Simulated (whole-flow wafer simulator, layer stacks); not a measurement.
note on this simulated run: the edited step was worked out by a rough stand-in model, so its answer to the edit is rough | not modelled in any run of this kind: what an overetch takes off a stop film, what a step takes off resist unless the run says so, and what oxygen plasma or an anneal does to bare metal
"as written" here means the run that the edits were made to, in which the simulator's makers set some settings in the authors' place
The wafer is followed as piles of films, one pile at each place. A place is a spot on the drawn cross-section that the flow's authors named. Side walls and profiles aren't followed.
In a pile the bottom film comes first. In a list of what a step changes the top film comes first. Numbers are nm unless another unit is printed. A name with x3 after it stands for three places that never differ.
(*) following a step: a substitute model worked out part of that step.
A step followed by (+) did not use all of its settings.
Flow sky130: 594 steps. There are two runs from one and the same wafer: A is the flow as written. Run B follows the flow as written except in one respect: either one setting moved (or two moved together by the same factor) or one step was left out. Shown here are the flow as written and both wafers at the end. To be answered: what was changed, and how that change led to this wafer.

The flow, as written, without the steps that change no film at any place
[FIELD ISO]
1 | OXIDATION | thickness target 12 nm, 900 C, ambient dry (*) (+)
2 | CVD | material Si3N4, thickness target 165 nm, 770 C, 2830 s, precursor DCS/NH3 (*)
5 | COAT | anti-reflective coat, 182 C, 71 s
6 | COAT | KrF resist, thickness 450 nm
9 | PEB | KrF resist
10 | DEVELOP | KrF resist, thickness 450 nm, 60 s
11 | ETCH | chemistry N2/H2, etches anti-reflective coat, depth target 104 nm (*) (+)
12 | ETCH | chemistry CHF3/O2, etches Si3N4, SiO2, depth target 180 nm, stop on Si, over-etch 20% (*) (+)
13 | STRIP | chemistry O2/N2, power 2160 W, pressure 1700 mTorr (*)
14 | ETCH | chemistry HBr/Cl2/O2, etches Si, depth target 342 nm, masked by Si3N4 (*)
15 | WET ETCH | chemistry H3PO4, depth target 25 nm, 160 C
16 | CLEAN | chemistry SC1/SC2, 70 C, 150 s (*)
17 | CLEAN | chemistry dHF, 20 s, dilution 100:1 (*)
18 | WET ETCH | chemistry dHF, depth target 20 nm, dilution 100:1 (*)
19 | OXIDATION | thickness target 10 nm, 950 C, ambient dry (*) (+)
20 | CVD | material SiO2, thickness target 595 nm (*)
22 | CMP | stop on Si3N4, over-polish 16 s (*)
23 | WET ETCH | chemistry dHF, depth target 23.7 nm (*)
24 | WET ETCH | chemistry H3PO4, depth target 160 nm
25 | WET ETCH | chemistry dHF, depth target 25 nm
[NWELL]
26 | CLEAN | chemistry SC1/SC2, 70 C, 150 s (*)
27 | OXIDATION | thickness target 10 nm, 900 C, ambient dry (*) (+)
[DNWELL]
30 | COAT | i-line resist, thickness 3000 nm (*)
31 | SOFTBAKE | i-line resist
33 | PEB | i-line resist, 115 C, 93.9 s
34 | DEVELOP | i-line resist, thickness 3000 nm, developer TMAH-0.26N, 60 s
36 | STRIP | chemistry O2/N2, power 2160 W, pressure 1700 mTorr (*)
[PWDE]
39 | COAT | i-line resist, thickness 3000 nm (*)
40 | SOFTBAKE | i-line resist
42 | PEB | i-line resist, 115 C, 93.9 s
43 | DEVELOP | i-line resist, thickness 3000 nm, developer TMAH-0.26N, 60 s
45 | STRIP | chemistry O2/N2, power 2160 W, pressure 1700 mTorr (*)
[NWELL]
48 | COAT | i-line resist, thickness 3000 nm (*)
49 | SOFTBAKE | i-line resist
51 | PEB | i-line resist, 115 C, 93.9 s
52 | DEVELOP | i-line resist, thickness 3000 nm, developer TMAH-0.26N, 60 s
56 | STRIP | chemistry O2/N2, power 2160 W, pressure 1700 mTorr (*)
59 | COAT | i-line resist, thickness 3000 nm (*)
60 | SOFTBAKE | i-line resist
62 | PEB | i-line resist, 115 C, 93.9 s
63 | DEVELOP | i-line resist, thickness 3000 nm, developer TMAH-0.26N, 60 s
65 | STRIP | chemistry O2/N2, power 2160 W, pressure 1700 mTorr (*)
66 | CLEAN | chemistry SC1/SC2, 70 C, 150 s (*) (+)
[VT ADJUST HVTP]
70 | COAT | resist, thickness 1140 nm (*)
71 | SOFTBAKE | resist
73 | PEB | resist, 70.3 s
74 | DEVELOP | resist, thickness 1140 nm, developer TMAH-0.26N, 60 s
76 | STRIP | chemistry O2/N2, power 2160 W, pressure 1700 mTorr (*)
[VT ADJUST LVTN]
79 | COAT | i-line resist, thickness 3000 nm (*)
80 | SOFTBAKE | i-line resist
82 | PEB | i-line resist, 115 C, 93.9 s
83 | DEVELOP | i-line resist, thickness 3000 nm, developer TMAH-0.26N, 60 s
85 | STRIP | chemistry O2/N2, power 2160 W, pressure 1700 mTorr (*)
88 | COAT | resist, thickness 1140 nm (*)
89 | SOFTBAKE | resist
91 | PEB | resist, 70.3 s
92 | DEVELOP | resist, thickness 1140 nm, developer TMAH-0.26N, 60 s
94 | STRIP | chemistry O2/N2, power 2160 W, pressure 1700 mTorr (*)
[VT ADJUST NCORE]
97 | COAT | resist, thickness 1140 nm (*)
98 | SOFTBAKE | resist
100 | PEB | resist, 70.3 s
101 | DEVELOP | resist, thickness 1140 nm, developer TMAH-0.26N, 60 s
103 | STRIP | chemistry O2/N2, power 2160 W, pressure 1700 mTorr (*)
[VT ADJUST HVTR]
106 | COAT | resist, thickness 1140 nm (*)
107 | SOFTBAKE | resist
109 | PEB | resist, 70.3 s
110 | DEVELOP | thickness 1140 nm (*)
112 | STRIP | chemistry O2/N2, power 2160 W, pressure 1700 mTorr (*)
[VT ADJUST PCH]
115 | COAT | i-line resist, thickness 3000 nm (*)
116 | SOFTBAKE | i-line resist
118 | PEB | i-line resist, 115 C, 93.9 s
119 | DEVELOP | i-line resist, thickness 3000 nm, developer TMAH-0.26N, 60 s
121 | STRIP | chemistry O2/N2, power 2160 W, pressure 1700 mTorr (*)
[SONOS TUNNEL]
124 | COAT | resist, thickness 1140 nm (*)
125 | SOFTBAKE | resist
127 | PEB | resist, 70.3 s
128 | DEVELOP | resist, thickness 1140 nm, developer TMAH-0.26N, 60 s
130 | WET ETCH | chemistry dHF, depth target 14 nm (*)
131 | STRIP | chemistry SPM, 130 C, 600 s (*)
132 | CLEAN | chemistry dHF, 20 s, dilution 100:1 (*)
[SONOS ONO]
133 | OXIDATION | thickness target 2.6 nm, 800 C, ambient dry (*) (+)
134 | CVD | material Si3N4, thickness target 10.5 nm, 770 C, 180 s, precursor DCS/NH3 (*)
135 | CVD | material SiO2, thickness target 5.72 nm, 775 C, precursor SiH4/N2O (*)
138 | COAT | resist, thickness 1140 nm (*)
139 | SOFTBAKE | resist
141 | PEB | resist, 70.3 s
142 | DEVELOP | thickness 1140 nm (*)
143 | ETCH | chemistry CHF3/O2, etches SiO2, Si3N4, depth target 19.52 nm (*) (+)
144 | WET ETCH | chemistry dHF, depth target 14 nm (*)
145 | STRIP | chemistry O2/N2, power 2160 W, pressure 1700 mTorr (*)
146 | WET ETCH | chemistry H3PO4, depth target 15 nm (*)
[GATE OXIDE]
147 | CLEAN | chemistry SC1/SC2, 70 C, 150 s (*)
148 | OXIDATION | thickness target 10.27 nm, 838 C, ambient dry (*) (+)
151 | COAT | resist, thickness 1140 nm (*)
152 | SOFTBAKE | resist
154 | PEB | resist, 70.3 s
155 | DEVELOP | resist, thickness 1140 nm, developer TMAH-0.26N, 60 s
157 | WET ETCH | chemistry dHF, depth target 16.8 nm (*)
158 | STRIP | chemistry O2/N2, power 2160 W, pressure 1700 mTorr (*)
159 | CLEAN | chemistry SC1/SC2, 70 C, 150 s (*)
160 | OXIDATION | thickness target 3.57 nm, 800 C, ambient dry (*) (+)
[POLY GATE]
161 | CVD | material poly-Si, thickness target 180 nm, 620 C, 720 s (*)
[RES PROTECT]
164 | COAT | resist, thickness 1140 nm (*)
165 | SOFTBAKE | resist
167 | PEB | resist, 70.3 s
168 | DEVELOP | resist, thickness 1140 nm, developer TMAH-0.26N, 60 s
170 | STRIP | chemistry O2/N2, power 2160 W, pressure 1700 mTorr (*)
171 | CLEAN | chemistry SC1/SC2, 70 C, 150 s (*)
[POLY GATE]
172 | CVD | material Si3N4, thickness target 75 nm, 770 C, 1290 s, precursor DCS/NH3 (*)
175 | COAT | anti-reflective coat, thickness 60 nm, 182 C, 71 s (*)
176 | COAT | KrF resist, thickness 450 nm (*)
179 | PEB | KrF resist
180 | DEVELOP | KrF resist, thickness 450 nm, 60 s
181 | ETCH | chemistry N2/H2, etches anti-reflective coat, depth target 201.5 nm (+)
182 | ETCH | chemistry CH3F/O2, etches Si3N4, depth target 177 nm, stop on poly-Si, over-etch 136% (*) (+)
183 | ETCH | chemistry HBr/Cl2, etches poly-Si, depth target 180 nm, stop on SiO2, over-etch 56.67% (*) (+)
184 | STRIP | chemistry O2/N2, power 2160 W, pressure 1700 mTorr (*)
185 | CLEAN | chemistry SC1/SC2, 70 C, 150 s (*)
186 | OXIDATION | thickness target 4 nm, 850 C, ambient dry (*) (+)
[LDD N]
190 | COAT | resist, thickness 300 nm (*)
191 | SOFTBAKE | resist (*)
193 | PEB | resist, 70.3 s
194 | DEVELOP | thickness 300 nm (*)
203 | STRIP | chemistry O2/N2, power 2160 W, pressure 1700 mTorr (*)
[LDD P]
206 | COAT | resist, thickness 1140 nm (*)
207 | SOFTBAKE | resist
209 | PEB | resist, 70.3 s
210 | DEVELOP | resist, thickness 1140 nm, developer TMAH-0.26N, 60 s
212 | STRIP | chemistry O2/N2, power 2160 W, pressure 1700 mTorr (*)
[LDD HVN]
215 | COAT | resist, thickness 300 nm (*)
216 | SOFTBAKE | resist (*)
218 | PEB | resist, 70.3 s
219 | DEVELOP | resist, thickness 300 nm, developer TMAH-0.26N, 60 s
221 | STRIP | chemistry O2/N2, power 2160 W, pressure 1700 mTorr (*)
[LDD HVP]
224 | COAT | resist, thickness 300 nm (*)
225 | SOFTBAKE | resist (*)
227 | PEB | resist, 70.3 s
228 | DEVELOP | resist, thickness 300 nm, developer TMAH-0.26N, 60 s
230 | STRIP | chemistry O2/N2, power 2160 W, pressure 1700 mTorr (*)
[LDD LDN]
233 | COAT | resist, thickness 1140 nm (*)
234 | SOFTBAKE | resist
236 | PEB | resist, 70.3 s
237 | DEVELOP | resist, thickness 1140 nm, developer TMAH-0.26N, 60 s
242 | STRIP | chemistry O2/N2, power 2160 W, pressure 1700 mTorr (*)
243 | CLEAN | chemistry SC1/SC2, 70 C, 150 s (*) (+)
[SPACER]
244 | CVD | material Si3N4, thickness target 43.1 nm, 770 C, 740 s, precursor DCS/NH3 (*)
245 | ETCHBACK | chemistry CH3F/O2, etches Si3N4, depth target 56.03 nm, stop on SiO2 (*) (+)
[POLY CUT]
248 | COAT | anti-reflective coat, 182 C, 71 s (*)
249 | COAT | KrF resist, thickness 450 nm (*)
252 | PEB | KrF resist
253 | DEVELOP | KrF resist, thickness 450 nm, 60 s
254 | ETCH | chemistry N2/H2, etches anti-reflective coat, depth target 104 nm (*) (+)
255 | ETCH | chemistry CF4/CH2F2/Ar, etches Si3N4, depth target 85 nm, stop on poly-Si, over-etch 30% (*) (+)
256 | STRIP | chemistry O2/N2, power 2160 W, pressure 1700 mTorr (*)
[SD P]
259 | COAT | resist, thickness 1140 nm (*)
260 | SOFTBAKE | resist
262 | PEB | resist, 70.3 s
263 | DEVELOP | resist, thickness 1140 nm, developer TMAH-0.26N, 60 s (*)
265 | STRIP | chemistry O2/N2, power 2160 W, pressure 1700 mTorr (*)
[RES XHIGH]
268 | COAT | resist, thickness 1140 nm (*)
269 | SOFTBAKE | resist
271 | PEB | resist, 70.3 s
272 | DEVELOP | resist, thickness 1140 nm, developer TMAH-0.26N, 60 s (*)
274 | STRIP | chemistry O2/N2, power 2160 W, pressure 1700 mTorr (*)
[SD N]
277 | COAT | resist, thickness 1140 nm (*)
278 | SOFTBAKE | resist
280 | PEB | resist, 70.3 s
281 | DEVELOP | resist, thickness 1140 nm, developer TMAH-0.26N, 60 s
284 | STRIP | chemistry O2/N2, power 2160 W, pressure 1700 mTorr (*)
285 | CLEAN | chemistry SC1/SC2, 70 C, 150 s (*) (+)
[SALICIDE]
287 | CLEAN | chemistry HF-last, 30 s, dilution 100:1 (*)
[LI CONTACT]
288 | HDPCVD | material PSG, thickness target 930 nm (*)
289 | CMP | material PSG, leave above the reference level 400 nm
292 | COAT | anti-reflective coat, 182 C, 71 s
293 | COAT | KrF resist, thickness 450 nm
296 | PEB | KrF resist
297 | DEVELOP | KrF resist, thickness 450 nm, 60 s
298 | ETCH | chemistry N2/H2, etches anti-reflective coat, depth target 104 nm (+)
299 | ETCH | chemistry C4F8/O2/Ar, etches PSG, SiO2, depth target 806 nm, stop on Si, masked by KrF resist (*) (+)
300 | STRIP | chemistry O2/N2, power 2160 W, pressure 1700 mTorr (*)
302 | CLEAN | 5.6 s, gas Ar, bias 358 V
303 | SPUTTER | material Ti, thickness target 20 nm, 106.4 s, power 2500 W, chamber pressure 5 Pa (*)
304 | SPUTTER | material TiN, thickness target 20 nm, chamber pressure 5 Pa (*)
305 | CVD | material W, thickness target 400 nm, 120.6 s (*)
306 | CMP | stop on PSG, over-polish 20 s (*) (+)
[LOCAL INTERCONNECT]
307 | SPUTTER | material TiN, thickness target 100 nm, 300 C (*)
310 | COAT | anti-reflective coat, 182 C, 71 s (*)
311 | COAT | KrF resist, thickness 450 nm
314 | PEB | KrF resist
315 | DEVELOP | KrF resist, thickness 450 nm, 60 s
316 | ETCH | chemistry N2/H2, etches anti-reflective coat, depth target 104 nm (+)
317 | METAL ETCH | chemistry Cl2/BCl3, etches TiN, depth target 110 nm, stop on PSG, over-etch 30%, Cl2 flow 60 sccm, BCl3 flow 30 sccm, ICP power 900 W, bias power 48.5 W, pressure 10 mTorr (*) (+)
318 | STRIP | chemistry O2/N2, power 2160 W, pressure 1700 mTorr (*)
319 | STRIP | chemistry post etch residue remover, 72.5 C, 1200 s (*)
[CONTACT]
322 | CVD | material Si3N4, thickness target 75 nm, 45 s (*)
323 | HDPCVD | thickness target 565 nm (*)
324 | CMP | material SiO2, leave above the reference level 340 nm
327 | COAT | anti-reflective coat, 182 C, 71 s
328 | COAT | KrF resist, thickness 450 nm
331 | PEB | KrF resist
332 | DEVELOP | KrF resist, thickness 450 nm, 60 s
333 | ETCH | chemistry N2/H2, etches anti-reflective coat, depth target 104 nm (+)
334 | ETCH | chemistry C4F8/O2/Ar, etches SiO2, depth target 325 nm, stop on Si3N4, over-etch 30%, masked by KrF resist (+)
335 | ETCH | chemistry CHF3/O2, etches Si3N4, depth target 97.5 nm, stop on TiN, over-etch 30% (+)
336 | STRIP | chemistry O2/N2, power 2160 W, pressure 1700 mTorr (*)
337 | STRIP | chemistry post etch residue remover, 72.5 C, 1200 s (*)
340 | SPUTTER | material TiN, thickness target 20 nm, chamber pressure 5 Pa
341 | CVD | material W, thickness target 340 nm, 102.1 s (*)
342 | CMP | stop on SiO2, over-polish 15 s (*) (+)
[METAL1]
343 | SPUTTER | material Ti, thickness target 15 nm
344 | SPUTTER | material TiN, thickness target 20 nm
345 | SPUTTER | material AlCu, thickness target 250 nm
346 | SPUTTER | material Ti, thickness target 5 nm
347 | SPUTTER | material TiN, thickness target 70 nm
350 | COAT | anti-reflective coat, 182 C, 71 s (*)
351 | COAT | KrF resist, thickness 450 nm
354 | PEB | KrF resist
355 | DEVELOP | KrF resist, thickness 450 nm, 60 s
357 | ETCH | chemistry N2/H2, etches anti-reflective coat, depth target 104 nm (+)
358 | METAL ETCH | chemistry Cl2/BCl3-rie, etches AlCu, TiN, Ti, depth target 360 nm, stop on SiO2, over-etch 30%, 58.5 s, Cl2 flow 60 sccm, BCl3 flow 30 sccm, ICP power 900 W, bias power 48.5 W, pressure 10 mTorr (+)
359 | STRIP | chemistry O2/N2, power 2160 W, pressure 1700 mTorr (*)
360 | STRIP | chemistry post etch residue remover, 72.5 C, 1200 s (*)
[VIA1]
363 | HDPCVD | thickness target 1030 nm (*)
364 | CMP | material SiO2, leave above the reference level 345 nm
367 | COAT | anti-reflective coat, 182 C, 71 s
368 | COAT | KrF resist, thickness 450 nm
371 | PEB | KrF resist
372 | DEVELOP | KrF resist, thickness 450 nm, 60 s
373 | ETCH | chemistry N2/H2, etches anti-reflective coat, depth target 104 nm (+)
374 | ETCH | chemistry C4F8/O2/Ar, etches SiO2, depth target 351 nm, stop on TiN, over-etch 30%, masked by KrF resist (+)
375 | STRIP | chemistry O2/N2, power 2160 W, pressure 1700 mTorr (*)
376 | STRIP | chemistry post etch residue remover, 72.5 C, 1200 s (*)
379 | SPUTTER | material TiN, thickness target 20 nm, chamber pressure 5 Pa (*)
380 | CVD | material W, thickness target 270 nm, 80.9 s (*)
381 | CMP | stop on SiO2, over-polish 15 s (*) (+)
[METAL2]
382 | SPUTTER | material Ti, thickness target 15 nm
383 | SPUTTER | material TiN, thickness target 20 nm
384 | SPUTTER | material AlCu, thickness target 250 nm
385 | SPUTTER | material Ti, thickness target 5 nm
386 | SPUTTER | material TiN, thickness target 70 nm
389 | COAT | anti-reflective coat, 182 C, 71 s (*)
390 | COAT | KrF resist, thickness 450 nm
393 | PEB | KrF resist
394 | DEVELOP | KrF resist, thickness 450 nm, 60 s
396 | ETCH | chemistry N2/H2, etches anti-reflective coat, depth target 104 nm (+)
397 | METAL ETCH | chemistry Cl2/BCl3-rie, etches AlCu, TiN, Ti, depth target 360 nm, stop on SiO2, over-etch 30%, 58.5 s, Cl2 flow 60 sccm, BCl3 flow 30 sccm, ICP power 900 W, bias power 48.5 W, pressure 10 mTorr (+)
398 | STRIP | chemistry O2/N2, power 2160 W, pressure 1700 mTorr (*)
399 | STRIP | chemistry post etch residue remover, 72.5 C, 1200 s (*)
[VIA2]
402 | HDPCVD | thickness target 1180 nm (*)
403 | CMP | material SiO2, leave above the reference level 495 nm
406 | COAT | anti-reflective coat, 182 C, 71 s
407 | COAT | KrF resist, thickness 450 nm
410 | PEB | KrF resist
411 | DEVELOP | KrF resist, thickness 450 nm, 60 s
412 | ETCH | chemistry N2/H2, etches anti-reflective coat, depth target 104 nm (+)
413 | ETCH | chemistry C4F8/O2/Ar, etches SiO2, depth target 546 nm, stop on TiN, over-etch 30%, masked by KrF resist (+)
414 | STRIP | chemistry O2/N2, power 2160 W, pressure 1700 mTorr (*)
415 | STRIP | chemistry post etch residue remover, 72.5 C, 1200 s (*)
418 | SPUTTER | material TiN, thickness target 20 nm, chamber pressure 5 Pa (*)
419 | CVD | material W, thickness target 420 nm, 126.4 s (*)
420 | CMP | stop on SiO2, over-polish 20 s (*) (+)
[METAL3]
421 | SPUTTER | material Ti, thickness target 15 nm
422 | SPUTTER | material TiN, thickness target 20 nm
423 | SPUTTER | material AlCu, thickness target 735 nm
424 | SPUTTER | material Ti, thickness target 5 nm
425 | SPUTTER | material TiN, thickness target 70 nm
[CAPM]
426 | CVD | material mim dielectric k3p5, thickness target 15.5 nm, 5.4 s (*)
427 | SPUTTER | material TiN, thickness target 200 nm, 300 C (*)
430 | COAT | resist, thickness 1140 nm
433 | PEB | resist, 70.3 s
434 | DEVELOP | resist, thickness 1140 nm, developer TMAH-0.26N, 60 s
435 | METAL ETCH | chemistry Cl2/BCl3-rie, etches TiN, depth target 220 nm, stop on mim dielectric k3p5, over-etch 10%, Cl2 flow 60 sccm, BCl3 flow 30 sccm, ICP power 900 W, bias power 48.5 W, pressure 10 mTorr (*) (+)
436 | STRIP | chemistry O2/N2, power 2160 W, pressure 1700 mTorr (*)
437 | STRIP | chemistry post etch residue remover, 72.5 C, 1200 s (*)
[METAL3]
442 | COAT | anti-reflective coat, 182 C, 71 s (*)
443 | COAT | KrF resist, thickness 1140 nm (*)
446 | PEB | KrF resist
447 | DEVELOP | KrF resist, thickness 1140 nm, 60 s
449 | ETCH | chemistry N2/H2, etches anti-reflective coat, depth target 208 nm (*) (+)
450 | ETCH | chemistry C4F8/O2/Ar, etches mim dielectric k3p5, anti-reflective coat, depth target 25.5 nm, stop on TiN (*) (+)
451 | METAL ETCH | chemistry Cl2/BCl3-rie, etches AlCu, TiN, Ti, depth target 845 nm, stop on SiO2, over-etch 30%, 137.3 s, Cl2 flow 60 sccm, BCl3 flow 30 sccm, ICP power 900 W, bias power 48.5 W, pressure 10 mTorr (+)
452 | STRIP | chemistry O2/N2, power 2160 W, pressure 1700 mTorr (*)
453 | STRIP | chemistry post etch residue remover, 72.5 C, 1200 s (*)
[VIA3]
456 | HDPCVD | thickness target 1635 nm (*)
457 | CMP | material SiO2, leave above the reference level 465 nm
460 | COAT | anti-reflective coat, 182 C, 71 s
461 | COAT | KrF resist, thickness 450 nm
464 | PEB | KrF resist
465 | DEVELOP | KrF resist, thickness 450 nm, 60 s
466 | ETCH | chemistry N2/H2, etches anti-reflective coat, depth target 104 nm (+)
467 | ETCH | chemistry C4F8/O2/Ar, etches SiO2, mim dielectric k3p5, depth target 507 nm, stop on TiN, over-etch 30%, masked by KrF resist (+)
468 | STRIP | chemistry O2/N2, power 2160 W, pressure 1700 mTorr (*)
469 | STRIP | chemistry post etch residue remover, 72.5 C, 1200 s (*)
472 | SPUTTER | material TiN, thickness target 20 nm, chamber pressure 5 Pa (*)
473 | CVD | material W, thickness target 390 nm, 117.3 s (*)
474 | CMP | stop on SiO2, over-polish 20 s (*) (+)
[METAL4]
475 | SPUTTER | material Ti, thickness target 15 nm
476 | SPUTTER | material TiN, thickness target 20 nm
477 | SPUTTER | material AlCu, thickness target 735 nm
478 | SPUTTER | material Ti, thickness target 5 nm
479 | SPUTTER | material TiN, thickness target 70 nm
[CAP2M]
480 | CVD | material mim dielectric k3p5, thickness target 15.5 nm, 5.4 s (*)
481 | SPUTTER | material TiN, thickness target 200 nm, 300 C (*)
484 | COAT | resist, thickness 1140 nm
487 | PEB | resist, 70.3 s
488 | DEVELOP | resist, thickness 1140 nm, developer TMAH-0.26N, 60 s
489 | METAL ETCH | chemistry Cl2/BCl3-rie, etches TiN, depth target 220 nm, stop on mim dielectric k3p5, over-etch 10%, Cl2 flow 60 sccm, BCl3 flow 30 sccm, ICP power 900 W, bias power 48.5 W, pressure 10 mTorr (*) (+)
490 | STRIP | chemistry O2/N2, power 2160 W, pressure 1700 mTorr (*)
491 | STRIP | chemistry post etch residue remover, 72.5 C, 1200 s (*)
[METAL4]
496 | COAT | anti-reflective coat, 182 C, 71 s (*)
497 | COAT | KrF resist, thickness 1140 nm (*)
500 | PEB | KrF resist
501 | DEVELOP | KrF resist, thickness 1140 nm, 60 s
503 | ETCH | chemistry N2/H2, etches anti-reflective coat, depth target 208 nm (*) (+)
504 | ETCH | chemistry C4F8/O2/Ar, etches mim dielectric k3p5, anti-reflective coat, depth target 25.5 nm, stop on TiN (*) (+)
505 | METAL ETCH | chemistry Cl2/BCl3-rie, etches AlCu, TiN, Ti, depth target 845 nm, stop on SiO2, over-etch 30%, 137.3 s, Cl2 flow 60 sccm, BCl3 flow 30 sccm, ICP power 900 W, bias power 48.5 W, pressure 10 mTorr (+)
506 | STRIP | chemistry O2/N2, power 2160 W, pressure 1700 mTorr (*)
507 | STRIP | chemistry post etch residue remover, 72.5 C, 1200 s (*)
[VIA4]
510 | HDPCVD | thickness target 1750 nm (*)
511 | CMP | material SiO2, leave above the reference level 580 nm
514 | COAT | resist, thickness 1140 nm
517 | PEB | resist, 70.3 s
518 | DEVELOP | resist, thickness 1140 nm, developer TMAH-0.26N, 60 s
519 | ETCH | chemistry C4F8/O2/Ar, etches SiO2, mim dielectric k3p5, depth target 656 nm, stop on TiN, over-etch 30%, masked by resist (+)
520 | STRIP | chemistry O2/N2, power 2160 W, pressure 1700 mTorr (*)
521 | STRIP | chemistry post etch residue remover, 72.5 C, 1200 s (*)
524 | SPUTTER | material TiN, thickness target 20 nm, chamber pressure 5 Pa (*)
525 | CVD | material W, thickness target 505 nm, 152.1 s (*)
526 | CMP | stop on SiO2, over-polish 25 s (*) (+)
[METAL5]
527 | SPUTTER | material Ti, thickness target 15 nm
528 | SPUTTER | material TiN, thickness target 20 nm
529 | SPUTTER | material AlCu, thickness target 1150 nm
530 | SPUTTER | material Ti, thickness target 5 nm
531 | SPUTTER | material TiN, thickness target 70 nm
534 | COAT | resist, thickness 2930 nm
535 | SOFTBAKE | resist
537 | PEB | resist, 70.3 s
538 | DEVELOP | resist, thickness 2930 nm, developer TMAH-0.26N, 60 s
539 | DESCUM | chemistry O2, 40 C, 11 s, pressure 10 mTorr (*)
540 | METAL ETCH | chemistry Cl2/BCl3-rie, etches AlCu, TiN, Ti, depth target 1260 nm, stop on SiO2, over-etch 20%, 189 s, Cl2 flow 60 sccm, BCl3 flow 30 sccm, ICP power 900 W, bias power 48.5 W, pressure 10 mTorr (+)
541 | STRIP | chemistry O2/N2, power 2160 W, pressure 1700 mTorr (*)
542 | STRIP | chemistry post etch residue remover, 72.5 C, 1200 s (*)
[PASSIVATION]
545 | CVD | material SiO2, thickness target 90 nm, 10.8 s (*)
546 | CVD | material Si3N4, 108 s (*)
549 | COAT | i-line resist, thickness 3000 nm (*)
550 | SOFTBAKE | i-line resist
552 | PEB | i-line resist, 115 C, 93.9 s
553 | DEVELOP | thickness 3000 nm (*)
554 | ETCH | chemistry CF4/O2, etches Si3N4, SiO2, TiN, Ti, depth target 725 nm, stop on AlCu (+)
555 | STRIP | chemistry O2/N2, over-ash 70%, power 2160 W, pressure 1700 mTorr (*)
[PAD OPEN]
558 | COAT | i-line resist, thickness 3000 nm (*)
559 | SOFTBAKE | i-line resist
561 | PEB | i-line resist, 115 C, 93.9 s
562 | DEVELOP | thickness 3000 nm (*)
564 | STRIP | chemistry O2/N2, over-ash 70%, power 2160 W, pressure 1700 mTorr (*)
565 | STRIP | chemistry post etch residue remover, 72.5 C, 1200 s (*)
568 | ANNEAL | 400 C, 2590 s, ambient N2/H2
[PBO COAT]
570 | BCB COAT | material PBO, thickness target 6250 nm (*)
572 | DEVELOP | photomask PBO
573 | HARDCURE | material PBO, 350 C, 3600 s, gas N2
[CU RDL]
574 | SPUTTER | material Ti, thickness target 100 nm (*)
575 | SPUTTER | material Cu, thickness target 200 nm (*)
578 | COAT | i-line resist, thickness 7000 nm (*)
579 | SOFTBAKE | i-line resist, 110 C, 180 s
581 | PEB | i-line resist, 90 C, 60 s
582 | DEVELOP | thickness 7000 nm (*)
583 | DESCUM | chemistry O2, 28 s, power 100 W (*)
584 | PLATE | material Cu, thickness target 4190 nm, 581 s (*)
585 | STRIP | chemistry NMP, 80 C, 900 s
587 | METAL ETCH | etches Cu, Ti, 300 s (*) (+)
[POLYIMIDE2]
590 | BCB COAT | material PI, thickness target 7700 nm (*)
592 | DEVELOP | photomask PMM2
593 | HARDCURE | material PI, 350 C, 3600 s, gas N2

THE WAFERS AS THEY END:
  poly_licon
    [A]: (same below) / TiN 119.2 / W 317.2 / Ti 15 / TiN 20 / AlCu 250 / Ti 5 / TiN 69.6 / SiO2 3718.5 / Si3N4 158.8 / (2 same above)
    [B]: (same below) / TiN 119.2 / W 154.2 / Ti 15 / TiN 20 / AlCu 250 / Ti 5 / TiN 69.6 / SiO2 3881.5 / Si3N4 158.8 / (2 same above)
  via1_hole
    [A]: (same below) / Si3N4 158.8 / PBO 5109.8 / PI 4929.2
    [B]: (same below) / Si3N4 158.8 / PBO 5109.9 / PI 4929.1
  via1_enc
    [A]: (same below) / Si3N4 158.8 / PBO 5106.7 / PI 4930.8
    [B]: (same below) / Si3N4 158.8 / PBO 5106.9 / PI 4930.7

What caused this: step 341, CVD: thickness target 153 nm was run, though the flow has thickness target 340 nm; step 341, CVD: 45.95 s was run, where the flow has 102.1 s.

The path from the change to this, step by step:
  341 | CVD | material W, thickness target 340 nm, 102.1 s (*)
      field, active, n_well and 185 more: A +340 W (new film) | B +154.2 W (new film)
      ndiff_licon_cpp, rpo_hd_licon: A +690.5 W (new film) | B +504.7 W (new film)
      (also at 1 further place)
  342 | CMP | stop on SiO2, over-polish 15 s (*) (+)
      poly_licon: A -22.8 W | B nothing
      field, active, n_well and 184 more: A -340 W (all of it), -20 TiN (all of it), -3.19 SiO2 | B -154.2 W (all of it), -20 TiN (all of it), -3.19 SiO2
      (also at 3 further places)
  350 | COAT | anti-reflective coat, 182 C, 71 s (*)
      poly_licon: A +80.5 anti-reflective coat (new film) | B +243.5 anti-reflective coat (new film)
  359 | STRIP | chemistry O2/N2, power 2160 W, pressure 1700 mTorr (*)
      poly_licon: A -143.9 KrF resist (all of it), -80.5 anti-reflective coat (all of it) | B -143.9 KrF resist (all of it), -243.5 anti-reflective coat (all of it)
  364 | CMP | material SiO2, leave above the reference level 345 nm
      poly_licon: A -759 SiO2 | B -596 SiO2
